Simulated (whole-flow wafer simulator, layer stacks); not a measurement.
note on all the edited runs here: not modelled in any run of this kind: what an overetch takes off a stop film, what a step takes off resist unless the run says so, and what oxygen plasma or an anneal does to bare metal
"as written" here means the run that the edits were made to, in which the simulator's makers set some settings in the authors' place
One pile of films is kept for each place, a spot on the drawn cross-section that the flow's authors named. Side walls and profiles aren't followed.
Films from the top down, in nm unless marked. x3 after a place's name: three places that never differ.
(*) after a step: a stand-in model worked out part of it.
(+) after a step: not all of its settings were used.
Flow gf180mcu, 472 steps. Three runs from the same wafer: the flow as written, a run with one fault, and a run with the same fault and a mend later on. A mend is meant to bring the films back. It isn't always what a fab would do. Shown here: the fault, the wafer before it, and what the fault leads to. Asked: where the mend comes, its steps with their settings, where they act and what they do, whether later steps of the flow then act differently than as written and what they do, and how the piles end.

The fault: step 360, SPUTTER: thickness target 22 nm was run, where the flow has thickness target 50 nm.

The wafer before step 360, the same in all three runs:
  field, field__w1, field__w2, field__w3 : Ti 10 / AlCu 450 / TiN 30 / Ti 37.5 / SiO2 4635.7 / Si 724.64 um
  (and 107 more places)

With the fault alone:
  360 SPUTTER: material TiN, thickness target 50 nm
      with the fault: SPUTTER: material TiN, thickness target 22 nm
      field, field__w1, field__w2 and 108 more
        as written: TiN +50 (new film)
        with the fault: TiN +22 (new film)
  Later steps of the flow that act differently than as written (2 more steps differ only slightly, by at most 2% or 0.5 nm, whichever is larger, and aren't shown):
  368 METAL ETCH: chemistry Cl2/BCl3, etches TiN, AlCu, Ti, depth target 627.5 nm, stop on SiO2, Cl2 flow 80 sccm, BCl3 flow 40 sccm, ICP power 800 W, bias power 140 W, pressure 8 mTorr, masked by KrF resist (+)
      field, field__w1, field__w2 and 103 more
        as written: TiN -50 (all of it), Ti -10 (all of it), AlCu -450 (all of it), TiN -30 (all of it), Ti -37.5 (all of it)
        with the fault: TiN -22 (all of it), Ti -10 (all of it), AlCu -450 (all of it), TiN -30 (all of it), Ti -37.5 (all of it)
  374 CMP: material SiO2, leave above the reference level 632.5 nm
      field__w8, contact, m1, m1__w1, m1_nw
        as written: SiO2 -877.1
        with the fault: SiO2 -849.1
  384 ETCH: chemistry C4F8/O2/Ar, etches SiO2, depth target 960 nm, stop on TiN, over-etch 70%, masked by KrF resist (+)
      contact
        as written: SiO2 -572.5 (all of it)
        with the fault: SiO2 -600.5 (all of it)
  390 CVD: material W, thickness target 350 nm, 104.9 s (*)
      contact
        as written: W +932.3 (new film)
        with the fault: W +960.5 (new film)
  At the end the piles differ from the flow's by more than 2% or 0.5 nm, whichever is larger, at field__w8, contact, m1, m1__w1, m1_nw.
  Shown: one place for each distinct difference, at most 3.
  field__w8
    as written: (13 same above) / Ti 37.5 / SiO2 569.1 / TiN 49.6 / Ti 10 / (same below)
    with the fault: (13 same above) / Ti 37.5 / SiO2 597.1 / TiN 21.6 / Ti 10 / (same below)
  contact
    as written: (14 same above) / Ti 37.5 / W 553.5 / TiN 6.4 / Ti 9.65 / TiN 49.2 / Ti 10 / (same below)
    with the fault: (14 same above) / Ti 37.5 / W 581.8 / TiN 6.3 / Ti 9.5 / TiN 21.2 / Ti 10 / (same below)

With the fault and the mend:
  The mend comes after step 360.
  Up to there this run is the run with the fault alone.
  360a SPUTTER: material TiN, thickness target 28 nm (the flow's step 360 once more, with other settings)
      field, field__w1, field__w2 and 108 more
        TiN +28
  No later step of the flow acts differently than as written at any place that is followed.
  At the end the piles are the same as the flow's at every place that both follow.
